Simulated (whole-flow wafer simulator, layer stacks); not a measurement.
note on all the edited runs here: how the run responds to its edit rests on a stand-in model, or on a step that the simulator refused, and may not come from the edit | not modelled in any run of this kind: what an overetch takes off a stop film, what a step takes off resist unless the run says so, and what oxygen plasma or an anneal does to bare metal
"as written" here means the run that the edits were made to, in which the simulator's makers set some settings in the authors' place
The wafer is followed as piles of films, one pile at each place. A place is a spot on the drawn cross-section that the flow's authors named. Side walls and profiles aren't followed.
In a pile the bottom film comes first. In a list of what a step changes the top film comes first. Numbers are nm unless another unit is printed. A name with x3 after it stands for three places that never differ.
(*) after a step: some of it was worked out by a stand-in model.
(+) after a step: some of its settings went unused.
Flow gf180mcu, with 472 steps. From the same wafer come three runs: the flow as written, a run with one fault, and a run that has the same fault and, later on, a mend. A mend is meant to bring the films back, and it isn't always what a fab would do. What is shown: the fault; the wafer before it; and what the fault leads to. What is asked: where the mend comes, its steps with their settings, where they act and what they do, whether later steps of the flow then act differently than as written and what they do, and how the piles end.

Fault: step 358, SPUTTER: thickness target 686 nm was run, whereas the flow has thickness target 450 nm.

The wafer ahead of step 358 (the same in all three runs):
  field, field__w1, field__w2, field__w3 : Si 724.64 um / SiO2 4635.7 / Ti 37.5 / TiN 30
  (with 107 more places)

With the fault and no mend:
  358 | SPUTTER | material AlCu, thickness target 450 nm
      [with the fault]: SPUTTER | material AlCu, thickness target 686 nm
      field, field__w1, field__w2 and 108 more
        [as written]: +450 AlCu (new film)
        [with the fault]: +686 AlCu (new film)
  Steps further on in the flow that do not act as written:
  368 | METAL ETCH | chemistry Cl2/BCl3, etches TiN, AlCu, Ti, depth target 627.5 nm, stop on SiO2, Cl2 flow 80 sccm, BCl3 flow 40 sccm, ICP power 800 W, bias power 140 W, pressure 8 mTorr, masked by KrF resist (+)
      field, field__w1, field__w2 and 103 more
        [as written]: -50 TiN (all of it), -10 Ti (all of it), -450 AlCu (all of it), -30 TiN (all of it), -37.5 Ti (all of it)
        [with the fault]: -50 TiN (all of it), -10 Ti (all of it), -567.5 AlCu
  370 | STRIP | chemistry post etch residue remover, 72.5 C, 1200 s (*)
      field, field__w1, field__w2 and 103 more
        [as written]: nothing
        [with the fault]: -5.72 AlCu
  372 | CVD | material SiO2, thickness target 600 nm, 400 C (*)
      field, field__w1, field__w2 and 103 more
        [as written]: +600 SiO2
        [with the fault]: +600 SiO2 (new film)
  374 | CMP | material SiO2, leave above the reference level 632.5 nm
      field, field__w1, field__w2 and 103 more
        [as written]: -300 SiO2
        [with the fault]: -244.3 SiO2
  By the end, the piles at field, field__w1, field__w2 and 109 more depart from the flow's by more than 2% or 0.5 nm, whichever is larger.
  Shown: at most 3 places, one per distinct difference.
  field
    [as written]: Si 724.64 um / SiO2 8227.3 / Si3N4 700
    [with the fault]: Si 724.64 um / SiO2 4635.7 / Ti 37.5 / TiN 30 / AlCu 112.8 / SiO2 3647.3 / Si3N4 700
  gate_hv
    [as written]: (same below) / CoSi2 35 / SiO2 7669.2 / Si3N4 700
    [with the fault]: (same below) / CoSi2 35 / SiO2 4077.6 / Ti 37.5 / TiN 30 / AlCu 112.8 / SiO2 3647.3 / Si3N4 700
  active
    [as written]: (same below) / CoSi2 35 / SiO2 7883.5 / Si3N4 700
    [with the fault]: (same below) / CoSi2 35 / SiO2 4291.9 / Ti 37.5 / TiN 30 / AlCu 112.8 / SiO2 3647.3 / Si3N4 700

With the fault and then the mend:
  After step 367 comes the mend.
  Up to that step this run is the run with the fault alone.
  368 | METAL ETCH | chemistry Cl2/BCl3, etches TiN, AlCu, Ti, depth target 863.5 nm, stop on SiO2, Cl2 flow 80 sccm, BCl3 flow 40 sccm, ICP power 800 W, bias power 140 W, pressure 8 mTorr, masked by KrF resist (+) (the flow's step 368, where the flow has depth target 627.5 nm)
      field, field__w1, field__w2 and 103 more
        -50 TiN (all of it), -10 Ti (all of it), -686 AlCu (all of it), -30 TiN (all of it), -37.5 Ti (all of it)
      field__w8, contact, m1, m1__w1, m1_nw
        -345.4 KrF resist
  Steps further on in the flow that do not act as written:
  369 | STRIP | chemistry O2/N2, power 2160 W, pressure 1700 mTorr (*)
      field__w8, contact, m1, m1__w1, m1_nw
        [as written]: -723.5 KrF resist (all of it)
        [with the mend]: -629.1 KrF resist (all of it)
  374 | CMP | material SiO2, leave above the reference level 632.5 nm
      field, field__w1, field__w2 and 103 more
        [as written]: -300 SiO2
        [with the mend]: -64 SiO2
  By the end, the piles at field, field__w1, field__w2 and 109 more depart from the flow's by more than 2% or 0.5 nm, whichever is larger.
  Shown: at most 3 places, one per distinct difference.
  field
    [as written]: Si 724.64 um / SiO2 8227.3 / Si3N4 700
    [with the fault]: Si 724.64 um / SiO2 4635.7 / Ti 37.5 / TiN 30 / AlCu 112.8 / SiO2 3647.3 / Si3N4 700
    [with the mend]: Si 724.64 um / SiO2 8463.3 / Si3N4 700
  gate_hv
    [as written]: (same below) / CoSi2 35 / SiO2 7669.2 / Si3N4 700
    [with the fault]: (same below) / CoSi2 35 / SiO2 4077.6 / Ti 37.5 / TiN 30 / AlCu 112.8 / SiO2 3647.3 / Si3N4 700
    [with the mend]: (same below) / CoSi2 35 / SiO2 7905.2 / Si3N4 700
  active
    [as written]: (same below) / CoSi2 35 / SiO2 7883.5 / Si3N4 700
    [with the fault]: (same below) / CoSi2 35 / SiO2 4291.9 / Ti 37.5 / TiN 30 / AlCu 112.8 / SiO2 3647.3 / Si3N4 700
    [with the mend]: (same below) / CoSi2 35 / SiO2 8119.5 / Si3N4 700
